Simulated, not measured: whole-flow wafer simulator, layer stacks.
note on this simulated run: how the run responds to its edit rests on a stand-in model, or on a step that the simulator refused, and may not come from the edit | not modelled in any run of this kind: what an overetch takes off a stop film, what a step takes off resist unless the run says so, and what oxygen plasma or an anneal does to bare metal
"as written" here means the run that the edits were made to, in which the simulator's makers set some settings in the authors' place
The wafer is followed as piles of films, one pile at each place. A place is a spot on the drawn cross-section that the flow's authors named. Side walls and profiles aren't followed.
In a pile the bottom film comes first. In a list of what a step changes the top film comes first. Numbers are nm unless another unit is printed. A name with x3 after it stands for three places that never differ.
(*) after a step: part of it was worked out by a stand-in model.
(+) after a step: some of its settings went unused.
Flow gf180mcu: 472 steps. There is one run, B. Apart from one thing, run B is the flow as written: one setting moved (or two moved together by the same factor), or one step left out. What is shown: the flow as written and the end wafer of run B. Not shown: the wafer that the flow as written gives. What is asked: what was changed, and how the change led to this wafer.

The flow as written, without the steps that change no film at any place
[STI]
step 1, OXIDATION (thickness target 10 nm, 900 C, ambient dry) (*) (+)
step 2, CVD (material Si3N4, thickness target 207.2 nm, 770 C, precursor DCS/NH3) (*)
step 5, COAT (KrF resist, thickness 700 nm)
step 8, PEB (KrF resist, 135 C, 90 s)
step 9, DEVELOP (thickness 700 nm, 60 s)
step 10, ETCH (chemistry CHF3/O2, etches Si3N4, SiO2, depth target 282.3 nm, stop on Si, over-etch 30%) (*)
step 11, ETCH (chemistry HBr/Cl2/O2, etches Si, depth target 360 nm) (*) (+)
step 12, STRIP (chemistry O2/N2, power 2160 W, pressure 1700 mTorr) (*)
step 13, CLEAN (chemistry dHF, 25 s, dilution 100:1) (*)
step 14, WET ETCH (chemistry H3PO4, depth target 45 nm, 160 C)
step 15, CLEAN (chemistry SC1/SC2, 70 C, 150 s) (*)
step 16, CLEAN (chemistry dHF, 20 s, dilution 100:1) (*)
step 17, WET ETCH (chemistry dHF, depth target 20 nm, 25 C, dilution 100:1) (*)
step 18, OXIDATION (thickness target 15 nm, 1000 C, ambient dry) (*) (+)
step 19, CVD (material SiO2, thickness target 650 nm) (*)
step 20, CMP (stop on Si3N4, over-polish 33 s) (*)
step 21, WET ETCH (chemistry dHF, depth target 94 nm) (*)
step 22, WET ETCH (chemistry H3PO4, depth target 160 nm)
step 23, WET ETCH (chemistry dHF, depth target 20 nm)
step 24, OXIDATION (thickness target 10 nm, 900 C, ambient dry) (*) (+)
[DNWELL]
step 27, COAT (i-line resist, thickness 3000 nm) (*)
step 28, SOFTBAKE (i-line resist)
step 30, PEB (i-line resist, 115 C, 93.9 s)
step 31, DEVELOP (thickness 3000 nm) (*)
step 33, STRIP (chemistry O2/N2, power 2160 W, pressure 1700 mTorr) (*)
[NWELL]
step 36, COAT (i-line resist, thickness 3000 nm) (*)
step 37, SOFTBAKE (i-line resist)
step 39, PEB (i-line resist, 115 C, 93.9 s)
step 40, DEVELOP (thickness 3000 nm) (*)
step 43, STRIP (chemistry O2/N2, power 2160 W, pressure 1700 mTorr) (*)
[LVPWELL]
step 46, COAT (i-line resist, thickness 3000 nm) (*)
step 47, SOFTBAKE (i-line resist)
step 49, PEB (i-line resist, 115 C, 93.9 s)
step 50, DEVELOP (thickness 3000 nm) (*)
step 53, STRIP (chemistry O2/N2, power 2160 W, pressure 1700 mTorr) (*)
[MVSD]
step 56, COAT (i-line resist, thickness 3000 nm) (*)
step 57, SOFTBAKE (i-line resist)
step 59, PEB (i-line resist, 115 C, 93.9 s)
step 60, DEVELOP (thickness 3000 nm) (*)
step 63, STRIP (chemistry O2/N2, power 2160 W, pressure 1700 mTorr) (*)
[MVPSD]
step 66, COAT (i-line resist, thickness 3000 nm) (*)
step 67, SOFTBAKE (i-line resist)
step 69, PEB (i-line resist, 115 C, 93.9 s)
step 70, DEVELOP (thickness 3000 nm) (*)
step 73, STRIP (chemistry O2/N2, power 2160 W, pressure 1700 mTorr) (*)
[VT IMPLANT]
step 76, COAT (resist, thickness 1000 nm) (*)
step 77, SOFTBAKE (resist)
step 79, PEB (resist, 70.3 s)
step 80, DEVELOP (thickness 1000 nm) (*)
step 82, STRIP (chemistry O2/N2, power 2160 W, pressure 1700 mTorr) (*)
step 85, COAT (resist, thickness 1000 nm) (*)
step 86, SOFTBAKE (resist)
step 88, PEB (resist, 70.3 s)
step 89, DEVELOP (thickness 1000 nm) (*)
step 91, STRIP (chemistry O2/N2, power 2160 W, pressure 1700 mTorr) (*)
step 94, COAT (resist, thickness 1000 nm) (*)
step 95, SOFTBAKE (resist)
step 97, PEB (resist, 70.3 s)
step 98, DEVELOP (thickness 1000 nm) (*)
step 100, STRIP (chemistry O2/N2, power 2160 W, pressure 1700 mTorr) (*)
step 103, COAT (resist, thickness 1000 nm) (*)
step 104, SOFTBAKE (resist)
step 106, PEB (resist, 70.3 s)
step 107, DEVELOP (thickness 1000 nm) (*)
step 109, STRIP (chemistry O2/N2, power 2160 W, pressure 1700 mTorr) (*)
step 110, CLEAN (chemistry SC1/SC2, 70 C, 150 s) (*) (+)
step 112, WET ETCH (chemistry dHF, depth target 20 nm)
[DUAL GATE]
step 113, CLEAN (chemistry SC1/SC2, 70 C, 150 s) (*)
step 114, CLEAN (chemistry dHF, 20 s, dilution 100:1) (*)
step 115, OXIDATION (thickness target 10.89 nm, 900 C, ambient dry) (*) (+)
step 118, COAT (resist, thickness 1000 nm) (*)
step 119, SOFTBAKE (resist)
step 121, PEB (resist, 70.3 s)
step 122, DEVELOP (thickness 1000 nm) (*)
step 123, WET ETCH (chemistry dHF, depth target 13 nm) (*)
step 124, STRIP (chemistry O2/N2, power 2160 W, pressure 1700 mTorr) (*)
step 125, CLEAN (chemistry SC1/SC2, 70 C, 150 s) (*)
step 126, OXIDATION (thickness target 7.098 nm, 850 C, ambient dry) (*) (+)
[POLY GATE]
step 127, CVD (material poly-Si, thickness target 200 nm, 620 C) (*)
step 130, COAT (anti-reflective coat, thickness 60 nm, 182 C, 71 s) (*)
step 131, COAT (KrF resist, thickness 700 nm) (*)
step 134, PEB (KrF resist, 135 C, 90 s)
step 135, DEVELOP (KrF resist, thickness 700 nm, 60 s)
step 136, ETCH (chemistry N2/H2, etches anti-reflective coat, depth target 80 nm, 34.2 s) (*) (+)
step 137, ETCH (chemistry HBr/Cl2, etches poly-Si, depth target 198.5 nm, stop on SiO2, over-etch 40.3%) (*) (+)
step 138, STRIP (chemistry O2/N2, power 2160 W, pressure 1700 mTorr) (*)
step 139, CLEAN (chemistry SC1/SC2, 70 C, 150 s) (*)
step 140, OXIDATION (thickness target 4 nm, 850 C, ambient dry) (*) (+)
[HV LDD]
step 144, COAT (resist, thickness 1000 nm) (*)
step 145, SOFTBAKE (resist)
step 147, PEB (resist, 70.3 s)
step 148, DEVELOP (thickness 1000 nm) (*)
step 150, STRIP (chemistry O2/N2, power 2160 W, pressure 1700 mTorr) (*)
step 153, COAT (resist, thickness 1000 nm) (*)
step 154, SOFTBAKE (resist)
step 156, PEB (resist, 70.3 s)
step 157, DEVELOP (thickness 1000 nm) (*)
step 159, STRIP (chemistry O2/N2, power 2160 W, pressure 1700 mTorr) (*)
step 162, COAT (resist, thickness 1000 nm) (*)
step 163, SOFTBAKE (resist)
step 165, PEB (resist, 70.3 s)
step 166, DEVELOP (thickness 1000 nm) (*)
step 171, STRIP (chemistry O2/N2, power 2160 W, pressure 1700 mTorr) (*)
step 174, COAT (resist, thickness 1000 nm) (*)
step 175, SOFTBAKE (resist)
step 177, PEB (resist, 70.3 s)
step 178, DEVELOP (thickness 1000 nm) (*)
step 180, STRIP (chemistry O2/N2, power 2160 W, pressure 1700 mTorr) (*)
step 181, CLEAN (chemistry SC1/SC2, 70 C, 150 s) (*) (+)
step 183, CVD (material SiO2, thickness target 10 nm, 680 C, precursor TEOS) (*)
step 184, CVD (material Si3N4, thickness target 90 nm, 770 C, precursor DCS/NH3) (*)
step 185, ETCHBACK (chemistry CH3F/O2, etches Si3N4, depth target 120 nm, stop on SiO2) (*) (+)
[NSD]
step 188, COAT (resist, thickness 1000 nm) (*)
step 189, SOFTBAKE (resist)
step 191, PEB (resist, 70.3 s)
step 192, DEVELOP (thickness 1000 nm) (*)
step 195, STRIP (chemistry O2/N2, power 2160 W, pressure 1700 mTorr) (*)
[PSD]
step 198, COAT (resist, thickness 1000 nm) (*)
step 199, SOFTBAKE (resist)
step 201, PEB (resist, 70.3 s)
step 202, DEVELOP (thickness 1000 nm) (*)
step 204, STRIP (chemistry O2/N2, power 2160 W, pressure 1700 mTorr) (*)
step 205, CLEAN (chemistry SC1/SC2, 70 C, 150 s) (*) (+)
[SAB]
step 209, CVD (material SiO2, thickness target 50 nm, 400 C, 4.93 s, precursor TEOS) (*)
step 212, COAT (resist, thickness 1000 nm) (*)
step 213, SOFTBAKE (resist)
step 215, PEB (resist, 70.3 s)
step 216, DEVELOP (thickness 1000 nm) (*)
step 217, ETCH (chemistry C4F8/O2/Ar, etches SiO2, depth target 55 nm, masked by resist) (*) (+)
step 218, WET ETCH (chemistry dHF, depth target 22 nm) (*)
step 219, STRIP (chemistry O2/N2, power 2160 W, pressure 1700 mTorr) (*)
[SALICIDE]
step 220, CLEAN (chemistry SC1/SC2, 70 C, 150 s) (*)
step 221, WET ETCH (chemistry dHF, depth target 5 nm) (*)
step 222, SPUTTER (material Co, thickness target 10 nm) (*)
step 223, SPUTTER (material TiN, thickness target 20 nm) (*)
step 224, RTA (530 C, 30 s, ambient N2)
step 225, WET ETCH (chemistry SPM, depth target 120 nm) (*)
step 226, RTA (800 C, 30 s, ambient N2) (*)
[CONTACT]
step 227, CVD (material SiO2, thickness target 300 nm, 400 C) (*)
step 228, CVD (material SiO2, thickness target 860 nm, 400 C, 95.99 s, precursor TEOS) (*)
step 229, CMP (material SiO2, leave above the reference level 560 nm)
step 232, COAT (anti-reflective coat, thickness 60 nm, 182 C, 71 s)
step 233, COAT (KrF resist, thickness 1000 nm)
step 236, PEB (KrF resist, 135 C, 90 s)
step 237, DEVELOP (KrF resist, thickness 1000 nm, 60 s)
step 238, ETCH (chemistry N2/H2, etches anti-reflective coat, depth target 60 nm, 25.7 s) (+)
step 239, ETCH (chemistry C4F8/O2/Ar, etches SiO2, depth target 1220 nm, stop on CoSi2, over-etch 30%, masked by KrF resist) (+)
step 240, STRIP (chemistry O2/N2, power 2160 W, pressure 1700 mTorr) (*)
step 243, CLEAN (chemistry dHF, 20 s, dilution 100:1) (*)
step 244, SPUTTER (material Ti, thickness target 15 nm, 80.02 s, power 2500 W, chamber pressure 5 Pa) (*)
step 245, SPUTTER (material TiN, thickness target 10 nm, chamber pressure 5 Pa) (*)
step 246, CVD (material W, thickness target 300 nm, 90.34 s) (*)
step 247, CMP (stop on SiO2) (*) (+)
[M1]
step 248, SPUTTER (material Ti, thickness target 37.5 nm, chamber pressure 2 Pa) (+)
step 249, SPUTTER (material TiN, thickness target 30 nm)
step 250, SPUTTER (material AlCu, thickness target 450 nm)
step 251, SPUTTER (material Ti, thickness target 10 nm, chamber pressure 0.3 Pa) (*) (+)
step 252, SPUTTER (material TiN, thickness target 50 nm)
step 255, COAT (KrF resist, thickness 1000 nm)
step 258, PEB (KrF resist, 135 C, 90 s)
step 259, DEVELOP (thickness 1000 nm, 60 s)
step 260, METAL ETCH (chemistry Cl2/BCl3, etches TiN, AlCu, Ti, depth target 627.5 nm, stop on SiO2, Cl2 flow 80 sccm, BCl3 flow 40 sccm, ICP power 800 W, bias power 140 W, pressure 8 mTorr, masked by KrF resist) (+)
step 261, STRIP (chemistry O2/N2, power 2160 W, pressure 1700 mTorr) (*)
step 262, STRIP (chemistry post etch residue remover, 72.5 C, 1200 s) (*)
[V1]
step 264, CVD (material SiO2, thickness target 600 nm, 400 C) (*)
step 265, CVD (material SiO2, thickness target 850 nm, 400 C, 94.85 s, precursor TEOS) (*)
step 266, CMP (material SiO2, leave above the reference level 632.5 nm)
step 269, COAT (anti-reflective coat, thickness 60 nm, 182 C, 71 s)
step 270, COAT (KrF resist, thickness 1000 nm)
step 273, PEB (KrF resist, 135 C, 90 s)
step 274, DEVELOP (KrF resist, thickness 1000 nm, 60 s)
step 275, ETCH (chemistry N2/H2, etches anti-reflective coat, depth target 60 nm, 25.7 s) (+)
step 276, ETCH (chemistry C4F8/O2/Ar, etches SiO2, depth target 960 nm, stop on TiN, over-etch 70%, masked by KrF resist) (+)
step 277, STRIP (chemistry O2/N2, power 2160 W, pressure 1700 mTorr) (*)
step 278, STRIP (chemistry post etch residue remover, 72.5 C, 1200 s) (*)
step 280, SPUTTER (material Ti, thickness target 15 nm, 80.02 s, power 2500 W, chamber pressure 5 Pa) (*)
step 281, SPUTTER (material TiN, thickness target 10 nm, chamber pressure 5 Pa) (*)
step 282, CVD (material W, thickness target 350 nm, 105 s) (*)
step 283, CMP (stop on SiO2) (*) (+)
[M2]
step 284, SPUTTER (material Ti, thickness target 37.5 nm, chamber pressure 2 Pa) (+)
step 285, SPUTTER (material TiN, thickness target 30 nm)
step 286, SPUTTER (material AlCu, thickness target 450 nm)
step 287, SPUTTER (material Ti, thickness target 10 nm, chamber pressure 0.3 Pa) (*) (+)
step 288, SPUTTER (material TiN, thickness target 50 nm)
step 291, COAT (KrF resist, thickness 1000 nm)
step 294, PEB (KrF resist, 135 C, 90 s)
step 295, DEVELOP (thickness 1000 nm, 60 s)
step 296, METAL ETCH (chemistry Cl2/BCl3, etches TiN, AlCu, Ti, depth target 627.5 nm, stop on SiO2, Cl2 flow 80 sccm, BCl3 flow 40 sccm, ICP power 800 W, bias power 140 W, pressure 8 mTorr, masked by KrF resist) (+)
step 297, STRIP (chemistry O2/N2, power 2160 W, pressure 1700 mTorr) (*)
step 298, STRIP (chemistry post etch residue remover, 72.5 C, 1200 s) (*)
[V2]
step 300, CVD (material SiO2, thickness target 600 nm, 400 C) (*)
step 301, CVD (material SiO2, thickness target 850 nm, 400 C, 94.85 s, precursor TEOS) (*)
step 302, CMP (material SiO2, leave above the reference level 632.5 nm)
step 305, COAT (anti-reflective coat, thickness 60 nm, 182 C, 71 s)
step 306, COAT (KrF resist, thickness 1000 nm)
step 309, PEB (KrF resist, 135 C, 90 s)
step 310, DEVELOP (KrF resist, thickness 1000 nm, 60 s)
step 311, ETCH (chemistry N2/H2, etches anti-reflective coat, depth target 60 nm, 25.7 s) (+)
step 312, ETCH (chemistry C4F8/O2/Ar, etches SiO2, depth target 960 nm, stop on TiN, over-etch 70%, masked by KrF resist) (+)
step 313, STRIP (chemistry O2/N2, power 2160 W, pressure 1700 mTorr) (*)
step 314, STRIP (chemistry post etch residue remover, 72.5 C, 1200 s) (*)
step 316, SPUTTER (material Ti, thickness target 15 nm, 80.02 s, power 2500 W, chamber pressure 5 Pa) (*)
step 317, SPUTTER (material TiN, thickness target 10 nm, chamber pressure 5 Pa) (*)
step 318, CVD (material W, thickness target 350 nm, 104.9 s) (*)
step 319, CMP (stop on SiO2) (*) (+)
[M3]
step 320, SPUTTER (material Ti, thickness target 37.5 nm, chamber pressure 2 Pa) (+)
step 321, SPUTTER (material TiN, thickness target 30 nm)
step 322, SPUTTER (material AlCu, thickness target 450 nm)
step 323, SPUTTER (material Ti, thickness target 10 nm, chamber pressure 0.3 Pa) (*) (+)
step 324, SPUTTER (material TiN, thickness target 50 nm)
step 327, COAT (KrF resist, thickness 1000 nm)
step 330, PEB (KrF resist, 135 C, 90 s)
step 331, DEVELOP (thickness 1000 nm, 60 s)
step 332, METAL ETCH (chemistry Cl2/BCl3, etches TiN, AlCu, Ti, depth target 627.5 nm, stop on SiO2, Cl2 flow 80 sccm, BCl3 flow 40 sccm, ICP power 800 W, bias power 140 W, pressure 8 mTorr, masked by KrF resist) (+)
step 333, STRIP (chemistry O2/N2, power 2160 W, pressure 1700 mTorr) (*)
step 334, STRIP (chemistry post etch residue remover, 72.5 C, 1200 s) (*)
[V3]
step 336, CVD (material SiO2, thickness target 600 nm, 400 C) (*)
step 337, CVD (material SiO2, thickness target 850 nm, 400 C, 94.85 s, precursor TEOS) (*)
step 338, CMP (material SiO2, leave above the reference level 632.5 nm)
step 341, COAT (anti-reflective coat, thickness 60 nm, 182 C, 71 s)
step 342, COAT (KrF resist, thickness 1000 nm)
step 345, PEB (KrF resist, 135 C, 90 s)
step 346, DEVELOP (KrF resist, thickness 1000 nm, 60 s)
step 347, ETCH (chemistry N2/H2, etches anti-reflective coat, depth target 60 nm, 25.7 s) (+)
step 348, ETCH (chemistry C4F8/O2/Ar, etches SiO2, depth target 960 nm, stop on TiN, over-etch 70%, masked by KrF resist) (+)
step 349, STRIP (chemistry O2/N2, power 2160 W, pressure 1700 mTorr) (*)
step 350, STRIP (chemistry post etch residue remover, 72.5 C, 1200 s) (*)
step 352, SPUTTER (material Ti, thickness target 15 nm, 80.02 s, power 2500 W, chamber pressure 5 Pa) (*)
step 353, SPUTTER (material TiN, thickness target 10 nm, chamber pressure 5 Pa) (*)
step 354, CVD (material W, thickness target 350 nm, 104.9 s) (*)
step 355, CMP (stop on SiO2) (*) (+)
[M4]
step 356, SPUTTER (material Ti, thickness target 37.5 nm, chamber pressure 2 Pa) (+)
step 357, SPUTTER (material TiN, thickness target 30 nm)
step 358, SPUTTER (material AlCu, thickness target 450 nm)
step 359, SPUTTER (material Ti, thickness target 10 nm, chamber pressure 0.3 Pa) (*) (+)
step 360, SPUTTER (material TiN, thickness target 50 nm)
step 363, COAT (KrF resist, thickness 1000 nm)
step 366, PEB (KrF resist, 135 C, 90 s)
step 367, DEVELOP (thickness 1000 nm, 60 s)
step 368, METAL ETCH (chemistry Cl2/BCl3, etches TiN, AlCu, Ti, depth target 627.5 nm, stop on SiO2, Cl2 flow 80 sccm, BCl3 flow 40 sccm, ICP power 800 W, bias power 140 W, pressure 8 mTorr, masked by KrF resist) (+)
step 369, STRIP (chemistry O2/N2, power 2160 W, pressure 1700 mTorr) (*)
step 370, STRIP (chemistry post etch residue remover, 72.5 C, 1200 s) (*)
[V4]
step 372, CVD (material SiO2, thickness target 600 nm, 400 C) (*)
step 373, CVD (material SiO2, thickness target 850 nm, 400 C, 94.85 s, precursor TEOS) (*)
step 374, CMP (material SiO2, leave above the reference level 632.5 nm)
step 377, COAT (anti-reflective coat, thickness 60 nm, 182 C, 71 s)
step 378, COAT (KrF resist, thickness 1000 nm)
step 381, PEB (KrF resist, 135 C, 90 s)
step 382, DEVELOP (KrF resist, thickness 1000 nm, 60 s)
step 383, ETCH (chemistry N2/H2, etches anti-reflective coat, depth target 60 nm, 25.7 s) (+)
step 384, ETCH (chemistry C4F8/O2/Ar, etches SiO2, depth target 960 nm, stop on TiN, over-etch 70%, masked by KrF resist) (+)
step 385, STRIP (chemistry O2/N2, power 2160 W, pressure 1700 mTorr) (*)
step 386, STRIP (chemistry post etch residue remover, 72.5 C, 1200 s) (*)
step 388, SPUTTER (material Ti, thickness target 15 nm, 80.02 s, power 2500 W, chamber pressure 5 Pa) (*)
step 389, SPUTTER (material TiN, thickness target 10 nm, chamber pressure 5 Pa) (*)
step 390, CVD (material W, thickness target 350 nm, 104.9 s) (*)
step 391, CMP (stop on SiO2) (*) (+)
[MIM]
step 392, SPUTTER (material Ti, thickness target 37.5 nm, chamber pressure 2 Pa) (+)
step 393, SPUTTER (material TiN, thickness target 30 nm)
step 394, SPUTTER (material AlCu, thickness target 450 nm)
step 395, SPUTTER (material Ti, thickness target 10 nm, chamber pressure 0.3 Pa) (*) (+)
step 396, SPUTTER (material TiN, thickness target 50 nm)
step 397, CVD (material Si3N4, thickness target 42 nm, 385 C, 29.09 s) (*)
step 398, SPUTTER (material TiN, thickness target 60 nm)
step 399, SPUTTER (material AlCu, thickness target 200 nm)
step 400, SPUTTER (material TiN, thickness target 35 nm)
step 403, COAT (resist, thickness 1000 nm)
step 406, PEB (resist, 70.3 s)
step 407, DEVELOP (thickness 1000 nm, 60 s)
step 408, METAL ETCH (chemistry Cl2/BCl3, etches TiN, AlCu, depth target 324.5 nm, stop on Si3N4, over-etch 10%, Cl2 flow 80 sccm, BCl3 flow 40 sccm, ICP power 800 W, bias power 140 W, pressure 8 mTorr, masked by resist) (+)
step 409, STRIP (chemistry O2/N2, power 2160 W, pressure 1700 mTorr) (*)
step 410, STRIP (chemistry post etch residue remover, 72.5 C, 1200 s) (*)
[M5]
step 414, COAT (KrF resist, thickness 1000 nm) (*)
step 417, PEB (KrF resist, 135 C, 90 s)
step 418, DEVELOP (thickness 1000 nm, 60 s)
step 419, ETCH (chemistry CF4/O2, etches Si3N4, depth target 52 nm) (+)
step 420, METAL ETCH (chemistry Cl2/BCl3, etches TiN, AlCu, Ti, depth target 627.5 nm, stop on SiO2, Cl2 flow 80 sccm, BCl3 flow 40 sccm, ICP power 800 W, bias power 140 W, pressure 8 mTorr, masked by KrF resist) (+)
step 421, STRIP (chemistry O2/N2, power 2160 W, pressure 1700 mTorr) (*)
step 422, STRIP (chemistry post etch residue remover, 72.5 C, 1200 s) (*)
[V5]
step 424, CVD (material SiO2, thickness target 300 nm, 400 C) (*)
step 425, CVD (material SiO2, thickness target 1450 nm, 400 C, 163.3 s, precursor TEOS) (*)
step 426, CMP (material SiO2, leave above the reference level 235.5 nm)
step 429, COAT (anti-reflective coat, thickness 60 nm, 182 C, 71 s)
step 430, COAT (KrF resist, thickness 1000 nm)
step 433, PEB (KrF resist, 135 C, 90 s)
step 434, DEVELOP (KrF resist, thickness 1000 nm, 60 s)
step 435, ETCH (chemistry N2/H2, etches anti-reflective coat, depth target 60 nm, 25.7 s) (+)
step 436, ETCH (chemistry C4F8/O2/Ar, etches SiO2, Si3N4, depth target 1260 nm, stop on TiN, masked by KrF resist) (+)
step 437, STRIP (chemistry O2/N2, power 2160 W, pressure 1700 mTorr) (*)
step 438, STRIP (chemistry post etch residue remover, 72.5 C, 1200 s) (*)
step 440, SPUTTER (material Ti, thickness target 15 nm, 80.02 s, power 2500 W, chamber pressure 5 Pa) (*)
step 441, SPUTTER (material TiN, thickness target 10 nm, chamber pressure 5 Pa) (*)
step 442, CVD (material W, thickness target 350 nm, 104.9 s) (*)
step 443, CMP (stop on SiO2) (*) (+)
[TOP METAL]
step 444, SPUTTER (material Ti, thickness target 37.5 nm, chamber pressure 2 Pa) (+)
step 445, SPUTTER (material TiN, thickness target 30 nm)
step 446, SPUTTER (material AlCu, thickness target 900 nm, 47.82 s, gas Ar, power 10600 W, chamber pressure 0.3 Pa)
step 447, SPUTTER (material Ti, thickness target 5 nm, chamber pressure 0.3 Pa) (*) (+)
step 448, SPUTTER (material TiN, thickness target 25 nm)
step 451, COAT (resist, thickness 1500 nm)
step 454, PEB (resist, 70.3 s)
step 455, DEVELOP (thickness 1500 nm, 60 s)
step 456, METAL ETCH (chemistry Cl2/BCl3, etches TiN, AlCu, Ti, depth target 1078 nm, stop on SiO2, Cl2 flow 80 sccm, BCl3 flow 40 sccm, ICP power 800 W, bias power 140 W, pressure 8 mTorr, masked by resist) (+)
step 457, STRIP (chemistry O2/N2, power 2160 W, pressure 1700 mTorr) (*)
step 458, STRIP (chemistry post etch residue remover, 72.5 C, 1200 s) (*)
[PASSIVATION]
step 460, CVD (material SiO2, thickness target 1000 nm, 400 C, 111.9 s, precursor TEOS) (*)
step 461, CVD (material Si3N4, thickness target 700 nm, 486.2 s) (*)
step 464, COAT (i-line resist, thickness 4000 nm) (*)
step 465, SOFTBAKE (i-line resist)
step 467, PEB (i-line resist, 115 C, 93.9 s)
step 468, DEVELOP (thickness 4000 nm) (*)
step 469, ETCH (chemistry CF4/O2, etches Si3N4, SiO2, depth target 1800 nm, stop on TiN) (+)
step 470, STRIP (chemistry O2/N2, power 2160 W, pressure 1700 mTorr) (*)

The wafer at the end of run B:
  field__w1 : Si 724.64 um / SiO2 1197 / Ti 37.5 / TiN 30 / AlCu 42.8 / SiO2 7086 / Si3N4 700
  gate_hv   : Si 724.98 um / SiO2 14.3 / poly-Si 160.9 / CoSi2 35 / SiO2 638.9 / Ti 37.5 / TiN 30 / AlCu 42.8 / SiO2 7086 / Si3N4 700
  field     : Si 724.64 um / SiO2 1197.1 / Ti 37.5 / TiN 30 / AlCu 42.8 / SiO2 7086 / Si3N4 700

What caused this: step 250, SPUTTER: thickness target 616 nm was run, though the flow has thickness target 450 nm.

Step by step, how the change led to this:
  step 250, SPUTTER (material AlCu, thickness target 450 nm)
      field, field__w1, field__w2 and 108 more: +616 AlCu (new film) (as written it would have been: +450 AlCu (new film))
  step 260, METAL ETCH (chemistry Cl2/BCl3, etches TiN, AlCu, Ti, depth target 627.5 nm, stop on SiO2, Cl2 flow 80 sccm, BCl3 flow 40 sccm, ICP power 800 W, bias power 140 W, pressure 8 mTorr, masked by KrF resist) (+)
      field, field__w1, field__w2 and 99 more: -50 TiN (all of it), -10 Ti (all of it), -567.5 AlCu (as written it would have been: -50 TiN (all of it), -10 Ti (all of it), -450 AlCu (all of it), -30 TiN (all of it), -37.5 Ti (all of it))
  step 262, STRIP (chemistry post etch residue remover, 72.5 C, 1200 s) (*)
      field, field__w1, field__w2 and 99 more: -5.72 AlCu (as written it would have been: nothing)
  step 264, CVD (material SiO2, thickness target 600 nm, 400 C) (*)
      field, field__w1, field__w2 and 99 more: +600 SiO2 (new film) (as written it would have been: +600 SiO2)
  step 266, CMP (material SiO2, leave above the reference level 632.5 nm)
      field, field__w1, field__w2 and 99 more: -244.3 SiO2 (as written it would have been: -300 SiO2)
If metal films that touch count as one body, field__w1 has 1 body; the flow as written gives 0 bodies.
If metal films that touch count as one body, gate_hv has 2 bodies (between them, from the top down: SiO2 638.9); the flow as written gives 1 body.
If metal films that touch count as one body, field has 1 body; the flow as written gives 0 bodies.
